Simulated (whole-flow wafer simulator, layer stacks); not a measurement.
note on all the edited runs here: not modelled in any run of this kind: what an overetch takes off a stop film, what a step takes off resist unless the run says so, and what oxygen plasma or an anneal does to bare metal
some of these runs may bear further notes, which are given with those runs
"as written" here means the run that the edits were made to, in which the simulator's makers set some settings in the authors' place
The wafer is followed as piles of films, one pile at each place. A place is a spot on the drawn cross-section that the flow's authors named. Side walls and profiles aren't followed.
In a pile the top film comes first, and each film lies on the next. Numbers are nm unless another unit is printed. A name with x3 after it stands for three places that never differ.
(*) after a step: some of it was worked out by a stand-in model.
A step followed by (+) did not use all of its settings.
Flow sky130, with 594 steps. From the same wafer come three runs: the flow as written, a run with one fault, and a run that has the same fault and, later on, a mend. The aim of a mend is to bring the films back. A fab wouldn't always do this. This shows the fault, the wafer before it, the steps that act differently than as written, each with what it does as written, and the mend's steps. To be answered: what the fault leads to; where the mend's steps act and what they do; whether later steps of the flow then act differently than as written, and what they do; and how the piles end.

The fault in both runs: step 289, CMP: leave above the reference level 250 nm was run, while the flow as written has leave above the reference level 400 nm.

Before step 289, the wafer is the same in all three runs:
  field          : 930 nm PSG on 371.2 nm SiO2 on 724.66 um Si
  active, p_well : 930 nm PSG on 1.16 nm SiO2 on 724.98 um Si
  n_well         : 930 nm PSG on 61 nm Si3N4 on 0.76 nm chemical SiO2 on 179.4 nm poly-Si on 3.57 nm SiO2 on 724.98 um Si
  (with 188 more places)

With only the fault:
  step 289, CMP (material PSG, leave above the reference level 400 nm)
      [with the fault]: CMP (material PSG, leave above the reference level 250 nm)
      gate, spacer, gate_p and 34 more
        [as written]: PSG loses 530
        [with the fault]: PSG loses 680
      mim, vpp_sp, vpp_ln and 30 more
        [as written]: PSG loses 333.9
        [with the fault]: PSG loses 483.9
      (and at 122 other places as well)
  Steps further on in the flow that do not act as written:
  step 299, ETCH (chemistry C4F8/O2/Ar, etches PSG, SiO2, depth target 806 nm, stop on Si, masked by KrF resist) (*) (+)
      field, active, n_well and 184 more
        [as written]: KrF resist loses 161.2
        [with the fault]: KrF resist loses 148.4
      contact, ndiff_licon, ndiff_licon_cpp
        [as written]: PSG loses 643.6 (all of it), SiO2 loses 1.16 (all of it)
        [with the fault]: PSG loses 493.6 (all of it), SiO2 loses 1.16 (all of it)
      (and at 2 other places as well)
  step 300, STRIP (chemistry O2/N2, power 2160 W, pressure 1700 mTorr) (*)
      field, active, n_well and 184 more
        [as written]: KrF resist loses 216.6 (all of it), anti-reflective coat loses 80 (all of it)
        [with the fault]: KrF resist loses 229.4 (all of it), anti-reflective coat loses 80 (all of it)
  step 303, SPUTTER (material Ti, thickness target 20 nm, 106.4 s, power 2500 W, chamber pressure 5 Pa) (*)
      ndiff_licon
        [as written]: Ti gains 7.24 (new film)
        [with the fault]: Ti gains 9.19 (new film)
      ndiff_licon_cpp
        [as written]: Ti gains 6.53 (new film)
        [with the fault]: Ti gains 8.26 (new film)
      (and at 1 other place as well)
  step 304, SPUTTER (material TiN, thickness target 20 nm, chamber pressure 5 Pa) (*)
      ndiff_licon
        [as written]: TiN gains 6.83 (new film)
        [with the fault]: TiN gains 8.77 (new film)
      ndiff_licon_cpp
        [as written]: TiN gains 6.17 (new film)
        [with the fault]: TiN gains 7.89 (new film)
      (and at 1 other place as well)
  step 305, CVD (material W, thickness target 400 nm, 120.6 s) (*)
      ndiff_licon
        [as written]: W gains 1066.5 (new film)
        [with the fault]: W gains 912.7 (new film)
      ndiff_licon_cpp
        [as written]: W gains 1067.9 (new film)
        [with the fault]: W gains 914.5 (new film)
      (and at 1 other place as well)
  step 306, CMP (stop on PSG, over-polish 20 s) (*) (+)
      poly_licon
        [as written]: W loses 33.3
        [with the fault]: W loses 183.3
  The piles end different from the flow's at field, active, n_well and 190 more by more than 2% or 0.5 nm, whichever is larger.
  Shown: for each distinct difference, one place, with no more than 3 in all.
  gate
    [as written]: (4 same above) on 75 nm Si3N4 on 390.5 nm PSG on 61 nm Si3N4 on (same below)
    [with the fault]: (4 same above) on 75 nm Si3N4 on 240.5 nm PSG on 61 nm Si3N4 on (same below)
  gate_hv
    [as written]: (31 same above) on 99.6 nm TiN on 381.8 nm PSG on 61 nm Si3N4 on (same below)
    [with the fault]: (31 same above) on 99.6 nm TiN on 231.8 nm PSG on 61 nm Si3N4 on (same below)
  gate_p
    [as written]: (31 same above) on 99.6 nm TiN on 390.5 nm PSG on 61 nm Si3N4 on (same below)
    [with the fault]: (31 same above) on 99.6 nm TiN on 240.5 nm PSG on 61 nm Si3N4 on (same below)

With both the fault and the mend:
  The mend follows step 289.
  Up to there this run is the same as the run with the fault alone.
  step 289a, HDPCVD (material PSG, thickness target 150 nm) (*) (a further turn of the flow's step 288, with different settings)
      field, active, n_well and 189 more
        PSG gains 150
  None of the later steps of the flow differs from how it acts as written, at any place that is followed, by more than 2% or 0.5 nm, whichever is larger.
  When the end is reached, the piles differ only a little from the flow's at the places that both follow, at most by 2% or 0.5 nm, whichever is larger.
